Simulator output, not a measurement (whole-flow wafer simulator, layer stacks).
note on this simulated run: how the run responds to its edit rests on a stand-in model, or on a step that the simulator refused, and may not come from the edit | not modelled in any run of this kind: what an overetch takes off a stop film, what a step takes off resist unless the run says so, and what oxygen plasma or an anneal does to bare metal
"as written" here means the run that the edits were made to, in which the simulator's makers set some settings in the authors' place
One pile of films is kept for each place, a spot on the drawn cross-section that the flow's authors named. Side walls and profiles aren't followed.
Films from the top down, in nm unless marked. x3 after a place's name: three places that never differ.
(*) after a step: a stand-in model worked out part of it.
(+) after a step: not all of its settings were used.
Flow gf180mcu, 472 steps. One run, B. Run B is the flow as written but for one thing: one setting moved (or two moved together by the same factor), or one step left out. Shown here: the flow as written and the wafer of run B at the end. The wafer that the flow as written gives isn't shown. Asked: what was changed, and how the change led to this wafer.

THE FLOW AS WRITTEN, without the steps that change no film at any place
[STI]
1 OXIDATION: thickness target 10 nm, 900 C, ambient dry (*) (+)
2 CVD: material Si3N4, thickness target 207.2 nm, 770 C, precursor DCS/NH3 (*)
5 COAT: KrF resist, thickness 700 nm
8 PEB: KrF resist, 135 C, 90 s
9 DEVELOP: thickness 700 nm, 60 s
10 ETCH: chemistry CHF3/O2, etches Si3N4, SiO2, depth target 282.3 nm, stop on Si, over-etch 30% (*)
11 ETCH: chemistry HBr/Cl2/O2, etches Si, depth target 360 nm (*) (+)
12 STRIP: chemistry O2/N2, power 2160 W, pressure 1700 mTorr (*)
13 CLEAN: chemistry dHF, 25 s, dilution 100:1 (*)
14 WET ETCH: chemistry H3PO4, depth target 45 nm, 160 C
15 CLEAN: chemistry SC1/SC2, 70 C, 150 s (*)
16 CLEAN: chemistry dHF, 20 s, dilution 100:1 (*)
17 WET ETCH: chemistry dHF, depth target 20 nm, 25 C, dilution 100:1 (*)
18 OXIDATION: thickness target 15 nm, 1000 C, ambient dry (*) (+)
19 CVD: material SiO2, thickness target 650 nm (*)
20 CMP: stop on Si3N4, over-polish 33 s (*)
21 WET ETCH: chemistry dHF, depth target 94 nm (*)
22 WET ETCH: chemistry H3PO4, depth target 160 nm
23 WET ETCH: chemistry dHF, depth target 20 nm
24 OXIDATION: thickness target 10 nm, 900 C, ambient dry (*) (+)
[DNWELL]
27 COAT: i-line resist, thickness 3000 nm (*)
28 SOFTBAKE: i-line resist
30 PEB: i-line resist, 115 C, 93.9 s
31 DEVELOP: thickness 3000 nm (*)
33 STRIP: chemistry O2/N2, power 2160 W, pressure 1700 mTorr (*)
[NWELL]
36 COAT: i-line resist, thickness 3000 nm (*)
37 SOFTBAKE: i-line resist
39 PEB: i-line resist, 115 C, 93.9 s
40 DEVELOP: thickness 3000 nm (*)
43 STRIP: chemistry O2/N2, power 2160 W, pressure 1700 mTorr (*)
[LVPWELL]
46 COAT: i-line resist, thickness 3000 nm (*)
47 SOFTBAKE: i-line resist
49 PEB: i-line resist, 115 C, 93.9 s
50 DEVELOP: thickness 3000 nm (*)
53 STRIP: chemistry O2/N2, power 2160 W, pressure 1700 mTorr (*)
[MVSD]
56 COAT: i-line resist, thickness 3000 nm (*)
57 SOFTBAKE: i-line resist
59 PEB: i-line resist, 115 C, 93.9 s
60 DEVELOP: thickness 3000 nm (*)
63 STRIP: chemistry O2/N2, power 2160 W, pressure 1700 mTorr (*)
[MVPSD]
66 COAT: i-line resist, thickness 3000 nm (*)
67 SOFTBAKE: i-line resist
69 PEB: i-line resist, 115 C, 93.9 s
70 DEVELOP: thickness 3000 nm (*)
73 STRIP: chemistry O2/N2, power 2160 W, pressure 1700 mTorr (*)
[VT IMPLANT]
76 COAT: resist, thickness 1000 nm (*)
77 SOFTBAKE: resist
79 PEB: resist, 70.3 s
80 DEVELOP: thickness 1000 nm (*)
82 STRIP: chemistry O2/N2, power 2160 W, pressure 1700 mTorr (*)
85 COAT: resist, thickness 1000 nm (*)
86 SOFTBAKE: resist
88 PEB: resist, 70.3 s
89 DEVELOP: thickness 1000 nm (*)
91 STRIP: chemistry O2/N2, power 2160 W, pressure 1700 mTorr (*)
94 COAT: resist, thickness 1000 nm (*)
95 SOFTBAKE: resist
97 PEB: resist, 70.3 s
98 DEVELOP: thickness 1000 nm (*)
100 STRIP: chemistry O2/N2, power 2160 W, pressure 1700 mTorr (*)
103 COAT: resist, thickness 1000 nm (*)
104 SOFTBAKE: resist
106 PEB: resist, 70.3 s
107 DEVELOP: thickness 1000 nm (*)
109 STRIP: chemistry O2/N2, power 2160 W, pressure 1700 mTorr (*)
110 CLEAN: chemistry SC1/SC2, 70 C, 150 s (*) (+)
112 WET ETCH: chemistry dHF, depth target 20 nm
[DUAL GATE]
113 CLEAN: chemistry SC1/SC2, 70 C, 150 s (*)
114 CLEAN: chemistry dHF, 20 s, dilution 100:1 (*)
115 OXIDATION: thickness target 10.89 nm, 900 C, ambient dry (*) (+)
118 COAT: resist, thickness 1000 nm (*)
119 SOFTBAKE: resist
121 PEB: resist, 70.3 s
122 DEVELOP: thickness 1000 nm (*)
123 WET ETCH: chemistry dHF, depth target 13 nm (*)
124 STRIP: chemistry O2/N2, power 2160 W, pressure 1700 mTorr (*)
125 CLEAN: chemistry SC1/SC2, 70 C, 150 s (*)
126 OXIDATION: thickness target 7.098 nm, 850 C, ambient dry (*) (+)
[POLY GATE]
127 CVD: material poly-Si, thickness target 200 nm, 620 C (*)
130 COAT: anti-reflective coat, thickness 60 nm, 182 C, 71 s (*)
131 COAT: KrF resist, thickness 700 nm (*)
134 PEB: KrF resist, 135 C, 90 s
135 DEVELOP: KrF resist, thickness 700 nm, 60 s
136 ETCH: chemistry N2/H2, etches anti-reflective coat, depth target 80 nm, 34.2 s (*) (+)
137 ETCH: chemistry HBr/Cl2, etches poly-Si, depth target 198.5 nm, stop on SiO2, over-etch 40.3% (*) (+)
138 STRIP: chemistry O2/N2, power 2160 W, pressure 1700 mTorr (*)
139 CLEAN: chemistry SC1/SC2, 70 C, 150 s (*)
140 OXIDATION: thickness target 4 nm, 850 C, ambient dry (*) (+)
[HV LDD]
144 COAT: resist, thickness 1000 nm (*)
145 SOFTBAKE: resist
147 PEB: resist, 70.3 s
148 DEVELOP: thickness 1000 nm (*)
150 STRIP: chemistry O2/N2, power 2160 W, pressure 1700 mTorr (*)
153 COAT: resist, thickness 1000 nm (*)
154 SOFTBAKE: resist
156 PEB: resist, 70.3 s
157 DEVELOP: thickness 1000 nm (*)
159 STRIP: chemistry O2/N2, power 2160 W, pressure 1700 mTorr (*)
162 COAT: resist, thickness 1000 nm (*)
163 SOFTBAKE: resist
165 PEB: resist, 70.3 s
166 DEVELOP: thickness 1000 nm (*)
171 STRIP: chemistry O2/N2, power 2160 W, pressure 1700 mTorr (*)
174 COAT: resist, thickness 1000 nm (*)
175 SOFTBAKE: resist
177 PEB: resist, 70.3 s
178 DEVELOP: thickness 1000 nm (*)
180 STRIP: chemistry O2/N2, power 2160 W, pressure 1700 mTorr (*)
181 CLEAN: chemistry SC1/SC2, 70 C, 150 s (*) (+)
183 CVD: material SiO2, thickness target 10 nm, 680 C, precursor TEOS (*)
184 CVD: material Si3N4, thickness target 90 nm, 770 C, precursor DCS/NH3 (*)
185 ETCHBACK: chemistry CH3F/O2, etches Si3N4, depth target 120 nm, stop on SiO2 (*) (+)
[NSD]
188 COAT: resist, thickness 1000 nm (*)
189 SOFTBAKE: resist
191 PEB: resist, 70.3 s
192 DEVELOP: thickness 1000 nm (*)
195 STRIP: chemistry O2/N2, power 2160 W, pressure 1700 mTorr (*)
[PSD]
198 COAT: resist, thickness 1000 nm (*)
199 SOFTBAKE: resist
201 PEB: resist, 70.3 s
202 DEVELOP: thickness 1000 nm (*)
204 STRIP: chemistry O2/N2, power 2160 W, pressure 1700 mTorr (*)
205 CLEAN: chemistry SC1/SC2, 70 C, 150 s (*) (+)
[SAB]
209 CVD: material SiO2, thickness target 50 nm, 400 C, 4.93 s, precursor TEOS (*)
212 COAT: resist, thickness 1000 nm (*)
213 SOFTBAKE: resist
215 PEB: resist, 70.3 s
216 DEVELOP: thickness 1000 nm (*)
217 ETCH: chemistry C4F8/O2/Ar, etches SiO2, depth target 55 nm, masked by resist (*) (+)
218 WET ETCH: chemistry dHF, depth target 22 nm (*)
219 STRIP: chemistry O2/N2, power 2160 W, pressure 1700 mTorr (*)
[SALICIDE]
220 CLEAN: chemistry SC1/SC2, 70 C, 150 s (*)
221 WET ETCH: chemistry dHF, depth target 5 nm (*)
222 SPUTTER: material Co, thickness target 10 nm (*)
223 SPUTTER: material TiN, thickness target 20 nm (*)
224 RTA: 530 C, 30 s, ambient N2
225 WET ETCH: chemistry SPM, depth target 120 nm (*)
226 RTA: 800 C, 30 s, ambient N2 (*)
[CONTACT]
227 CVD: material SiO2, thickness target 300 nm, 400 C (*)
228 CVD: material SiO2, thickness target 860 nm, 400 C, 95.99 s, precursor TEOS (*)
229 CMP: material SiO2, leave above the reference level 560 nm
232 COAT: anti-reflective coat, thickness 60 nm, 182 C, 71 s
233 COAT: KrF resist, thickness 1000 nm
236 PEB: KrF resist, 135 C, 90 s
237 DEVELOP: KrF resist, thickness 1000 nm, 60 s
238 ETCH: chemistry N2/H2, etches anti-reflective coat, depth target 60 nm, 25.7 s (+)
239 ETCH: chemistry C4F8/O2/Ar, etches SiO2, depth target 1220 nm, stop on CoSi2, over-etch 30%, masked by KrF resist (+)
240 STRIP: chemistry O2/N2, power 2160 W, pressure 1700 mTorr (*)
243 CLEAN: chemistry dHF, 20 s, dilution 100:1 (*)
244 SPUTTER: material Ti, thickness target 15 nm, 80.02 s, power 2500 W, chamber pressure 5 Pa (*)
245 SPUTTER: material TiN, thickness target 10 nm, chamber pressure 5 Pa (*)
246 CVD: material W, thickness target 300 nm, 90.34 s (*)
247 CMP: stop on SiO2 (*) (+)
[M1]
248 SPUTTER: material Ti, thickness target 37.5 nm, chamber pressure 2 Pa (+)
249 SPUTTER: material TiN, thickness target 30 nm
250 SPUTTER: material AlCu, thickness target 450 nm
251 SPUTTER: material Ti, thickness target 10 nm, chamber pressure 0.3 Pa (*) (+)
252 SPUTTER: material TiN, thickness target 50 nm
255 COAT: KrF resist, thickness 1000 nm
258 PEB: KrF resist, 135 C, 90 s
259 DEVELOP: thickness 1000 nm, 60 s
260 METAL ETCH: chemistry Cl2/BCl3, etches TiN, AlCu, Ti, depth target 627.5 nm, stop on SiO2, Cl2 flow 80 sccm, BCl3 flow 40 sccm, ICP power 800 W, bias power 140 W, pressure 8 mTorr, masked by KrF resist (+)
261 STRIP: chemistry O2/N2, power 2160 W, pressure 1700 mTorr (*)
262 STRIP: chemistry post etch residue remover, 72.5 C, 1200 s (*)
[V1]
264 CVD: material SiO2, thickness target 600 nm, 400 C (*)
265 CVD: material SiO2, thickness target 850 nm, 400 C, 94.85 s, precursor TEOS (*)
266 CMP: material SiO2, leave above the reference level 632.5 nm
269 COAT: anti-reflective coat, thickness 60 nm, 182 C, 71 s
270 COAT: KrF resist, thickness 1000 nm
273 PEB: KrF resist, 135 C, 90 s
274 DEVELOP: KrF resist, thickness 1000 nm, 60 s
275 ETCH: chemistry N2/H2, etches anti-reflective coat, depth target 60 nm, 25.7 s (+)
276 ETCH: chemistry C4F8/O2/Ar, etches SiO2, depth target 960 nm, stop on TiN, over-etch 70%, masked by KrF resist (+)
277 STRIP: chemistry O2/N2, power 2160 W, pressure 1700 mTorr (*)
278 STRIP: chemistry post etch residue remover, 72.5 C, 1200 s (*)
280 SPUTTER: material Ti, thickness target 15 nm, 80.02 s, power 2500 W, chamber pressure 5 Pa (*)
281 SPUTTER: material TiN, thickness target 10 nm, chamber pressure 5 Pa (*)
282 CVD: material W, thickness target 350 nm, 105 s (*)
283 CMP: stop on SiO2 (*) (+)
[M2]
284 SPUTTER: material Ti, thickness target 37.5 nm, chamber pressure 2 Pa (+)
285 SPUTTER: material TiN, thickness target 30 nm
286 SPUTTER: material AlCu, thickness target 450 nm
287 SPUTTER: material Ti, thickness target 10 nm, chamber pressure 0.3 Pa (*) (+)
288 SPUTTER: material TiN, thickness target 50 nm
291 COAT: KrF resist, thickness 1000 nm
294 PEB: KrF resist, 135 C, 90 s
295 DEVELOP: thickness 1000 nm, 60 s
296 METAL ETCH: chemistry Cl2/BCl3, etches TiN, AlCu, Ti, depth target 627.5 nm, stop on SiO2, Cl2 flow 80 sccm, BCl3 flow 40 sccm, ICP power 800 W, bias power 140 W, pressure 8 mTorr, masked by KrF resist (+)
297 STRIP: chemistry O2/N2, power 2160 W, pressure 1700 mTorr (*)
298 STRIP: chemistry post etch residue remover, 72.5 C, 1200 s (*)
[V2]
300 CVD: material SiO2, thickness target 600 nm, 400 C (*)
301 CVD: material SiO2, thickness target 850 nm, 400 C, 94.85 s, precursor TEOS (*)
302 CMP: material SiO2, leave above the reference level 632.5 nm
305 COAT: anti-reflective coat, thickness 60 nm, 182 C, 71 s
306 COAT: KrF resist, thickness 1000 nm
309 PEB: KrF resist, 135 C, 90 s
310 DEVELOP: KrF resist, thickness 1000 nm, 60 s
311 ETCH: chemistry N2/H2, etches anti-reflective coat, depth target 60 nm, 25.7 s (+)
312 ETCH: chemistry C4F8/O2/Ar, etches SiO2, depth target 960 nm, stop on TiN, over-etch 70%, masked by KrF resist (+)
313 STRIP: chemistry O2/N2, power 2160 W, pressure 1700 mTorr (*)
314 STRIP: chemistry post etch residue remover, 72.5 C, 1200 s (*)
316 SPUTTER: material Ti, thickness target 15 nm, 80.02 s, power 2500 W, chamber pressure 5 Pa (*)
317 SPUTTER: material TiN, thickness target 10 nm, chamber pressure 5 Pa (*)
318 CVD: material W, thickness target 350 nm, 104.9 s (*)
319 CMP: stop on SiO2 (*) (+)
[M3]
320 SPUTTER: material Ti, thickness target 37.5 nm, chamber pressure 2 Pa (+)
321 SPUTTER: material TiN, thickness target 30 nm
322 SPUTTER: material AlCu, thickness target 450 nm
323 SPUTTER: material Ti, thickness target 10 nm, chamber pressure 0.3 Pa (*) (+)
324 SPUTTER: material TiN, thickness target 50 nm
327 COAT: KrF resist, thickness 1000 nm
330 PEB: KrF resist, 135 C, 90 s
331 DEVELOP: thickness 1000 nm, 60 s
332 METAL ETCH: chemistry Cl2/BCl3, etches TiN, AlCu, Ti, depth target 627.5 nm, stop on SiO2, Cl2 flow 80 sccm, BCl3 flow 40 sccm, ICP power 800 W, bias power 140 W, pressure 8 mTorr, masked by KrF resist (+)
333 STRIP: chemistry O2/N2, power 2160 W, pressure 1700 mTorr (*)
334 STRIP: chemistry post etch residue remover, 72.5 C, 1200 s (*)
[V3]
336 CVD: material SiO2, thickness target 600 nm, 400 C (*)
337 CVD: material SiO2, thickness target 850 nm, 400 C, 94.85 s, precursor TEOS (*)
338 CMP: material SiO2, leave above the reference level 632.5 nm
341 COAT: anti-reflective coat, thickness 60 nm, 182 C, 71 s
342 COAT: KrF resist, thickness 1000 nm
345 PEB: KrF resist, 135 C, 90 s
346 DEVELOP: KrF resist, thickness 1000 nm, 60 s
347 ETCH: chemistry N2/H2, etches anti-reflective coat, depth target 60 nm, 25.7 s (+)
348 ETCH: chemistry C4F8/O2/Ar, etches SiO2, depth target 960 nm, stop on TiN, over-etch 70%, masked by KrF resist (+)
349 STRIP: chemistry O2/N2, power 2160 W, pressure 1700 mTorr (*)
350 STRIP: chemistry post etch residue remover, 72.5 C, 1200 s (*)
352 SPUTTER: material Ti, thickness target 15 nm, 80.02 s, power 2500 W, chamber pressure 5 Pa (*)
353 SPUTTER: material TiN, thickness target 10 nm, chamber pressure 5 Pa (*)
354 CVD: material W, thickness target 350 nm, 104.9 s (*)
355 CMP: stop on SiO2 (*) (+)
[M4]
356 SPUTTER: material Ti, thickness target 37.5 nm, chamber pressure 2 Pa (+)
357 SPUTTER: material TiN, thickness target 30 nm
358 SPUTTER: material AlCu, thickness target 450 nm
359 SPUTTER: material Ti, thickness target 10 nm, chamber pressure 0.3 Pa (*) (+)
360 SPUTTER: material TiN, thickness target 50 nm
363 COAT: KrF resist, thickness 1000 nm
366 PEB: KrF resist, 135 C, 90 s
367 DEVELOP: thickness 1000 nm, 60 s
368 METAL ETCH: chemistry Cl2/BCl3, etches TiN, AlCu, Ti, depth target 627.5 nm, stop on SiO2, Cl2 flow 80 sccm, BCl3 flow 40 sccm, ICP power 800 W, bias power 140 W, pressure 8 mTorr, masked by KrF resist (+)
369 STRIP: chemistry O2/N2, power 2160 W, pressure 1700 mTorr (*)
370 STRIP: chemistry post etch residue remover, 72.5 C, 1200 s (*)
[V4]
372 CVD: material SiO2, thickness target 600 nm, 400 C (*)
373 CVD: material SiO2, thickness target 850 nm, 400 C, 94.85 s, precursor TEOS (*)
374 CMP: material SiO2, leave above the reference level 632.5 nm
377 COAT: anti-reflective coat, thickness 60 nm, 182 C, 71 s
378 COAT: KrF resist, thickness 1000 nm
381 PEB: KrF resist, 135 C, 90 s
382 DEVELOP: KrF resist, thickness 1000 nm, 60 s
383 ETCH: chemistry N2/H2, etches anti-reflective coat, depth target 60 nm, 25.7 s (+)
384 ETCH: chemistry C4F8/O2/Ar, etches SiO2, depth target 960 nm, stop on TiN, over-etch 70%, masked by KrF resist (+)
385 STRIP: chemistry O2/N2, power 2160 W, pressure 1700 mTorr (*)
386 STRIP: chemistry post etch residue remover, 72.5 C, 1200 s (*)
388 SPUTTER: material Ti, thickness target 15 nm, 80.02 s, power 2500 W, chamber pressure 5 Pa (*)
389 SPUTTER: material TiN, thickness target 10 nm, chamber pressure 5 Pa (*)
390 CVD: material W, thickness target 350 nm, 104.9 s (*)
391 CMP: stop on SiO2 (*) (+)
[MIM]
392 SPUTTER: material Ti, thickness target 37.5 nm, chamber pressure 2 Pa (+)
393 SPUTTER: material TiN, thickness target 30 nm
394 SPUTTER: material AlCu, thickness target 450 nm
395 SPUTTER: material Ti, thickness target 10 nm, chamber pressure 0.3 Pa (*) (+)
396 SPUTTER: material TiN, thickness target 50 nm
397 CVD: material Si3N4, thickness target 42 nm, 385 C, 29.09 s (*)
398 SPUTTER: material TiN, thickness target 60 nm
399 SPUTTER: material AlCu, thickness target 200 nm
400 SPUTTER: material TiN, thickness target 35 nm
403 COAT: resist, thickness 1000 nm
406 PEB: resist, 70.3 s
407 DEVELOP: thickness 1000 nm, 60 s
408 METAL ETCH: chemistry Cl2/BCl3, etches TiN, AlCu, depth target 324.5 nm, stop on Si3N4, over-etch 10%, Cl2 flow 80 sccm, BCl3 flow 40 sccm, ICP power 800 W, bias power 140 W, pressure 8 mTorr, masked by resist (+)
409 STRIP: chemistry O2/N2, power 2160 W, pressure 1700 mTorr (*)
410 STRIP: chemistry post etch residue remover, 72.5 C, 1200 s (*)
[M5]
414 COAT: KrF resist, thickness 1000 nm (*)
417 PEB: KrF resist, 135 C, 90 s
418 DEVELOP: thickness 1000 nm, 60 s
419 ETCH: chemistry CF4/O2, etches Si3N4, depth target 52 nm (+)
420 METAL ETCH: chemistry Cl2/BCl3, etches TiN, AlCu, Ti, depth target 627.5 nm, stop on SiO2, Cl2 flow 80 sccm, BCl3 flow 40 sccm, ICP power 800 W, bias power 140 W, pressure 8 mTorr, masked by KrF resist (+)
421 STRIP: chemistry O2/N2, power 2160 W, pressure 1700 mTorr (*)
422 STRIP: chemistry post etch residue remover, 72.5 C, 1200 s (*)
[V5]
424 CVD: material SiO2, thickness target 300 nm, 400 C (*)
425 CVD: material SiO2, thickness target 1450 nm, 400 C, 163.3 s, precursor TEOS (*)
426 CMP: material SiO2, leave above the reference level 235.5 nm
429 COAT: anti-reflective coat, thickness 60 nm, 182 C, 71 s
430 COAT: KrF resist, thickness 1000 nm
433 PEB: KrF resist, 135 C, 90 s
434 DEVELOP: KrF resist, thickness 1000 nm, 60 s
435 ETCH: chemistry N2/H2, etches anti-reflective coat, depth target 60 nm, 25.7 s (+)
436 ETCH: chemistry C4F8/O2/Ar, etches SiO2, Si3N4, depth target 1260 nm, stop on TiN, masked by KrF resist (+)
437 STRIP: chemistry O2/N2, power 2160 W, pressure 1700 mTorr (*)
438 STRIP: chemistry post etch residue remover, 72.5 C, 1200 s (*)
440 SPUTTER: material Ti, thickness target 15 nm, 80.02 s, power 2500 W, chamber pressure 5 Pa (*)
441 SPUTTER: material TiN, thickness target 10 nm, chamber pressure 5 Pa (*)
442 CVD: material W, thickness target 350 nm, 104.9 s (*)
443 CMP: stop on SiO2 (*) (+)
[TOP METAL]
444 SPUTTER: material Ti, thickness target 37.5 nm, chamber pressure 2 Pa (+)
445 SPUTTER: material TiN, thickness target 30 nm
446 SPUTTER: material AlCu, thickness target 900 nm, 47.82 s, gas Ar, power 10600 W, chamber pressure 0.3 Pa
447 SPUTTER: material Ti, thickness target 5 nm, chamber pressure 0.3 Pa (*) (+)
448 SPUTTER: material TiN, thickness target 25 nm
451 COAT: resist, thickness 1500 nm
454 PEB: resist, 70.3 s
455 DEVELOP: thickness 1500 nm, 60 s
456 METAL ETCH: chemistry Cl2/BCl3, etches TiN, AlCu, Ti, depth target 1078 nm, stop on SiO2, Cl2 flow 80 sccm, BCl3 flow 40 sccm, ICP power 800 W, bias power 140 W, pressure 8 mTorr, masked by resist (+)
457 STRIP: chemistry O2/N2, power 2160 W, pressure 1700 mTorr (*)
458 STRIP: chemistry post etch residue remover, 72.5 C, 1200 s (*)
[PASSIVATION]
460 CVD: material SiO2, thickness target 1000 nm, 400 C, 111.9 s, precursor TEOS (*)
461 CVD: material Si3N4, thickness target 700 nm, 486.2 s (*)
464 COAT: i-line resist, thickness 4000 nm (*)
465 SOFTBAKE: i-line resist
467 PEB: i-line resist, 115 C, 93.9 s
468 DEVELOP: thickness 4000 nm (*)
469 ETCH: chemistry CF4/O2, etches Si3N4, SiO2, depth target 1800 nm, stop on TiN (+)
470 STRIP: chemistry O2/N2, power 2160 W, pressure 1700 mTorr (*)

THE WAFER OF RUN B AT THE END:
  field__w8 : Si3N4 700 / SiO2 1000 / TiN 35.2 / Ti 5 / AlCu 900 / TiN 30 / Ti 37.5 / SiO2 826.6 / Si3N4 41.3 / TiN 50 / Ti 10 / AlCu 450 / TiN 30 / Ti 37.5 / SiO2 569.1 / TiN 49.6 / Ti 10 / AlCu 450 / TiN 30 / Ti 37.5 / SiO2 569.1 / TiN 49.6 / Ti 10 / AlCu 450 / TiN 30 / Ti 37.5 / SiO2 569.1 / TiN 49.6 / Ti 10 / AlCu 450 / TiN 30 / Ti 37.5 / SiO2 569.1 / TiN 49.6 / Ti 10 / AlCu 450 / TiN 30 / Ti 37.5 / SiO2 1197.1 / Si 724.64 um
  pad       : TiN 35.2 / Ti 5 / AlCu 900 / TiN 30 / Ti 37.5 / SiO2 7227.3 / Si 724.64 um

The cause: step 448, SPUTTER: thickness target 35.6 nm was run, where the flow has thickness target 25 nm.

How the change led to this, step by step:
  448 SPUTTER: material TiN, thickness target 25 nm
      field, field__w1, field__w2 and 109 more: TiN +35.6 (new film) (as written it would be: TiN +25 (new film))
  456 METAL ETCH: chemistry Cl2/BCl3, etches TiN, AlCu, Ti, depth target 1078 nm, stop on SiO2, Cl2 flow 80 sccm, BCl3 flow 40 sccm, ICP power 800 W, bias power 140 W, pressure 8 mTorr, masked by resist (+)
      field, field__w1, field__w2 and 103 more: TiN -35.6 (all of it), Ti -5 (all of it), AlCu -900 (all of it), TiN -30 (all of it), Ti -37.5 (all of it) (as written it would be: TiN -25 (all of it), Ti -5 (all of it), AlCu -900 (all of it), TiN -30 (all of it), Ti -37.5 (all of it))
  465 SOFTBAKE: i-line resist
      gate: i-line resist -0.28 (as written it would be: i-line resist +1.79)
      field__w11, field__w13: i-line resist +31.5 (as written it would be: i-line resist +37.6)
      (and at 57 more places)
